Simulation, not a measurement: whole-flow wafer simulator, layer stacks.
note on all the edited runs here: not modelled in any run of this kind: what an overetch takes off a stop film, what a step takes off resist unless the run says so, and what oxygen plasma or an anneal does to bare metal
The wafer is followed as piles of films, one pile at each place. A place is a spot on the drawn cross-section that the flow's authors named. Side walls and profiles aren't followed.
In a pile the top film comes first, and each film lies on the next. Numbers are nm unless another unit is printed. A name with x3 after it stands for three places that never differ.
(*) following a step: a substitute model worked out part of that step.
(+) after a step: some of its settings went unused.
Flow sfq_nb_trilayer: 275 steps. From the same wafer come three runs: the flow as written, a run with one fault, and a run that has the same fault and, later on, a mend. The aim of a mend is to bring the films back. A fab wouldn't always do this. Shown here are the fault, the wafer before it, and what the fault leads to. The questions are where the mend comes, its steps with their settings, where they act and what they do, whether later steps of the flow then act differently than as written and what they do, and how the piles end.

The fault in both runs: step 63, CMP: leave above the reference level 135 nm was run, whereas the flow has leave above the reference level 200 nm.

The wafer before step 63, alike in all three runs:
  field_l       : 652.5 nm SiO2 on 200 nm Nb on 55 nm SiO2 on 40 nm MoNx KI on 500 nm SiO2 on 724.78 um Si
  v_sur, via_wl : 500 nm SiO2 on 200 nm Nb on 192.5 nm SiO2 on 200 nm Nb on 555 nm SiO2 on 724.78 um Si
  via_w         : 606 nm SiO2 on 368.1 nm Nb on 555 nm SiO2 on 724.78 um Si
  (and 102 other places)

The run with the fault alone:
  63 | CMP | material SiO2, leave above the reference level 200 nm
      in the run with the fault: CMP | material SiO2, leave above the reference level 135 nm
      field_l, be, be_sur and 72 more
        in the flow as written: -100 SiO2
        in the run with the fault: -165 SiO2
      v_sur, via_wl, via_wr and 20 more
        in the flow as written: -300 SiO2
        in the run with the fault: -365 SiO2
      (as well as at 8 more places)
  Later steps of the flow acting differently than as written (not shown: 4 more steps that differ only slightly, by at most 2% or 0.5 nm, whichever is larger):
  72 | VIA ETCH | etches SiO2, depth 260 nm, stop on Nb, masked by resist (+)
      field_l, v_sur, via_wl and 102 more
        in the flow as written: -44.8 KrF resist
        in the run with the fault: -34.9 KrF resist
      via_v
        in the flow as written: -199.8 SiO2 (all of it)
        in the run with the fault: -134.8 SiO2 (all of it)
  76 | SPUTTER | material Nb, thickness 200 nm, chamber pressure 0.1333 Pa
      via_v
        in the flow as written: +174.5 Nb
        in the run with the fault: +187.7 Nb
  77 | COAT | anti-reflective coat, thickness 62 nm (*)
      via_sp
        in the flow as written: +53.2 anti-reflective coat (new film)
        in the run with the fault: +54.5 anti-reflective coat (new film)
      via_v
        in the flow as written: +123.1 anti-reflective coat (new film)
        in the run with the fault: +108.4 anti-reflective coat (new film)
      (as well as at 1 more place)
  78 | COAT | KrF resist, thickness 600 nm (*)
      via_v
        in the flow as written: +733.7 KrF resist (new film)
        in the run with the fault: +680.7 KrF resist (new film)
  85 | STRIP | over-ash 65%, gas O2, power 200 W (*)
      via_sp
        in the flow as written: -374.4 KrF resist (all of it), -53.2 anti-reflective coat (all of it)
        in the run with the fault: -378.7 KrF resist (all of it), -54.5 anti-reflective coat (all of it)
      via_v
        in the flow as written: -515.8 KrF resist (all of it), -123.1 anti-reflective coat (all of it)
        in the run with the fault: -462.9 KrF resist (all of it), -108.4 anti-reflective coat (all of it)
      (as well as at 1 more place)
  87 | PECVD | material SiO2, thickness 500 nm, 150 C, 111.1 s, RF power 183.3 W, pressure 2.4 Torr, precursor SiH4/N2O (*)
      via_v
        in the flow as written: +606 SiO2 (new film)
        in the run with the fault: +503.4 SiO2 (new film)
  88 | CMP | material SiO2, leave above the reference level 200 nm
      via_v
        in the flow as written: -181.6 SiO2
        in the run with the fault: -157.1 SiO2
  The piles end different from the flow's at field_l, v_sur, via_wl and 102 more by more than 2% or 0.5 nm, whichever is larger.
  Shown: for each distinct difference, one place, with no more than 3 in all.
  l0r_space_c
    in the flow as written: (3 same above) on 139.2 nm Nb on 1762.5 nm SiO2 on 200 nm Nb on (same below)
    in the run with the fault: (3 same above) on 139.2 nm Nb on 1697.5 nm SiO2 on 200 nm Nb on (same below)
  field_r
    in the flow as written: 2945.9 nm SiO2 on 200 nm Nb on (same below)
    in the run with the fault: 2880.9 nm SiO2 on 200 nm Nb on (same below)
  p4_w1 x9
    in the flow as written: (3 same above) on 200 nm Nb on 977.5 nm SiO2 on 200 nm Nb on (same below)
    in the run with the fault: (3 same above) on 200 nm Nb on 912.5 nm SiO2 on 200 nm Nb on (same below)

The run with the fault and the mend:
  The mend stands after step 64.
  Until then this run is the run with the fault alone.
  64a | PECVD | material SiO2, thickness 65 nm, 150 C, 14.44 s, RF power 183.3 W, pressure 2.4 Torr, precursor SiH4/N2O (the flow's step 62 again, with other settings)
      field_l, v_sur, via_wl and 103 more
        +65 SiO2
  None of the later steps of the flow differs from how it acts as written, at any place that is followed, by more than 2% or 0.5 nm, whichever is larger.
  When the end is reached, the piles differ only a little from the flow's at the places that both follow, at most by 2% or 0.5 nm, whichever is larger.
